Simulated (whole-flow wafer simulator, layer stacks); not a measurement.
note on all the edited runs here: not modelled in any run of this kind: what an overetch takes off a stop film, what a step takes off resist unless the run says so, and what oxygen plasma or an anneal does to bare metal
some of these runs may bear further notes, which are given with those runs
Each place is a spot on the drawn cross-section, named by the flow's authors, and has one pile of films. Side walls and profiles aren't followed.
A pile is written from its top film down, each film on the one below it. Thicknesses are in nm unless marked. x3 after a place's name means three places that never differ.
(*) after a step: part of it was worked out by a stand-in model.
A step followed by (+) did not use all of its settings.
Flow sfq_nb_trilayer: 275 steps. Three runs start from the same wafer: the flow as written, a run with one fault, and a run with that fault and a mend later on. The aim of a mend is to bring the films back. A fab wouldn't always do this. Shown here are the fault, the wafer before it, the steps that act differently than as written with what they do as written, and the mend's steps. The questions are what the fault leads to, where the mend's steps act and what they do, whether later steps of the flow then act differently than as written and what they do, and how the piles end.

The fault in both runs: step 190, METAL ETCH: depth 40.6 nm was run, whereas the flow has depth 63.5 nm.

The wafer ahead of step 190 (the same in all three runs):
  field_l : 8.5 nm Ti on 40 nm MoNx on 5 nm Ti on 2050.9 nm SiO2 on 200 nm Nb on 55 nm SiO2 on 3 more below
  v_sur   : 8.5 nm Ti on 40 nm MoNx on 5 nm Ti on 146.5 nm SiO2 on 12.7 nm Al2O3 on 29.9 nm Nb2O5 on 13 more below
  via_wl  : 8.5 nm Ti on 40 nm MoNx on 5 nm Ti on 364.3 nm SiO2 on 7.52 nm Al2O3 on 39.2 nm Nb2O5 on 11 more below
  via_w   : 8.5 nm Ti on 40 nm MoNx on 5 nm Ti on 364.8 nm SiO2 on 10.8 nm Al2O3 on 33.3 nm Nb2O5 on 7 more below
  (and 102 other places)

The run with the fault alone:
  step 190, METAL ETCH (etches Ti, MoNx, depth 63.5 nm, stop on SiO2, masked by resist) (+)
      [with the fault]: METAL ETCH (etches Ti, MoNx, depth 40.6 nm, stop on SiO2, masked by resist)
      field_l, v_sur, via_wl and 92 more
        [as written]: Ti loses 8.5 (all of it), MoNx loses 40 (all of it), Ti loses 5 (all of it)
        [with the fault]: Ti loses 8.5 (all of it), MoNx loses 32.1
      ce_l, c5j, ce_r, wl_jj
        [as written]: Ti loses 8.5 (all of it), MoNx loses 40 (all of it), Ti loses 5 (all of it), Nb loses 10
        [with the fault]: Ti loses 8.5 (all of it), MoNx loses 32.1
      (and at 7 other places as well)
  Steps later in the flow that act otherwise than as written (11 more steps, not shown, differ only slightly: by at most 2% or 0.5 nm, whichever is larger):
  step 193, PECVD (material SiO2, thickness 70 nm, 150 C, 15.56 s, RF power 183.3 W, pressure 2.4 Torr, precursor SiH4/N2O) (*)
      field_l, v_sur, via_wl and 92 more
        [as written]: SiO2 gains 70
        [with the fault]: SiO2 gains 70 (new film)
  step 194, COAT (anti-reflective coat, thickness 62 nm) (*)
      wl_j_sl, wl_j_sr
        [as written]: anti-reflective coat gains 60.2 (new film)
        [with the fault]: anti-reflective coat gains 62 (new film)
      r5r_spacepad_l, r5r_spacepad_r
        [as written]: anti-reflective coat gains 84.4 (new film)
        [with the fault]: anti-reflective coat gains 78.8 (new film)
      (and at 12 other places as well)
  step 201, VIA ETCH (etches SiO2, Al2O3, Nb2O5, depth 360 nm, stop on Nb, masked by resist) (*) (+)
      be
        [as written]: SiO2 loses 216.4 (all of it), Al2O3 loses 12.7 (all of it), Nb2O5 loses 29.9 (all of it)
        [with the fault]: SiO2 loses 69.8 (all of it), MoNx loses 7.9 (all of it), Ti loses 5 (all of it), SiO2 loses 146.5 (all of it), Al2O3 loses 12.7 (all of it), Nb2O5 loses 29.9 (all of it)
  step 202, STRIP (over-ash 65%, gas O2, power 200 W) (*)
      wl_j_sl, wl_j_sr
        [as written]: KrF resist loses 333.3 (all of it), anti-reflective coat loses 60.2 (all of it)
        [with the fault]: KrF resist loses 333.2 (all of it), anti-reflective coat loses 62 (all of it)
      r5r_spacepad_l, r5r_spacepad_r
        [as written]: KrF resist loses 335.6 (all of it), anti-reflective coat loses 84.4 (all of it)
        [with the fault]: KrF resist loses 335.1 (all of it), anti-reflective coat loses 78.8 (all of it)
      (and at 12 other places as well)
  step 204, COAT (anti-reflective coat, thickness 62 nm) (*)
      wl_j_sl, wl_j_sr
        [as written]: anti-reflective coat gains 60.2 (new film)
        [with the fault]: anti-reflective coat gains 62 (new film)
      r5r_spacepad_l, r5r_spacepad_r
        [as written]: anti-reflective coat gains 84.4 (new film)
        [with the fault]: anti-reflective coat gains 78.8 (new film)
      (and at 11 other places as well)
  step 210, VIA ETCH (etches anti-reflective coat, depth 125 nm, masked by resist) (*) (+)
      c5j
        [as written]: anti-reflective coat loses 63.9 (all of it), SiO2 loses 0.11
        [with the fault]: anti-reflective coat loses 61.3 (all of it), SiO2 loses 0.13
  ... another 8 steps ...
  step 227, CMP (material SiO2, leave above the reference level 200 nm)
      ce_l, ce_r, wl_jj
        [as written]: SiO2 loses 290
        [with the fault]: SiO2 loses 300
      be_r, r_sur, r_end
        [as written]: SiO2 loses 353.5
        [with the fault]: SiO2 loses 340.6
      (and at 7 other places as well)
  By the end, the piles at field_l, v_sur, via_wl and 100 more depart from the flow's by more than 2% or 0.5 nm, whichever is larger.
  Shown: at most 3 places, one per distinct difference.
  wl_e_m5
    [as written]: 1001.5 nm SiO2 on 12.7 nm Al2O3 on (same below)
    [with the fault]: 855 nm SiO2 on 7.9 nm MoNx on 5 nm Ti on 146.5 nm SiO2 on 12.7 nm Al2O3 on (same below)
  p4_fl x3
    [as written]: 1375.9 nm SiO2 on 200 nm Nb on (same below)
    [with the fault]: 855 nm SiO2 on 7.9 nm MoNx on 5 nm Ti on 520.9 nm SiO2 on 200 nm Nb on (same below)
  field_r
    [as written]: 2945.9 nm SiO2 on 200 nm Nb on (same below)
    [with the fault]: 855 nm SiO2 on 7.9 nm MoNx on 5 nm Ti on 2090.9 nm SiO2 on 200 nm Nb on (same below)

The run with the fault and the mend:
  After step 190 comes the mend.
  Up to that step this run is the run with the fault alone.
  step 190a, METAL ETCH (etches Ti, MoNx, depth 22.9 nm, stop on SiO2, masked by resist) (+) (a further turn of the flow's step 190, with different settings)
      field_l, v_sur, via_wl and 92 more
        MoNx loses 7.9 (all of it), Ti loses 5 (all of it)
      be_r, r_sur, res, r_end, r5r_line_l, r5r_line_c, r5r_line_r
        KrF resist loses 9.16
      ce_l, c5j, ce_r, wl_jj
        MoNx loses 7.9 (all of it), Ti loses 5 (all of it), Nb loses 10
  Every later step of the flow that is run acts as written at every place that is followed.
  At every place that both follow, the piles at the end match the flow's.
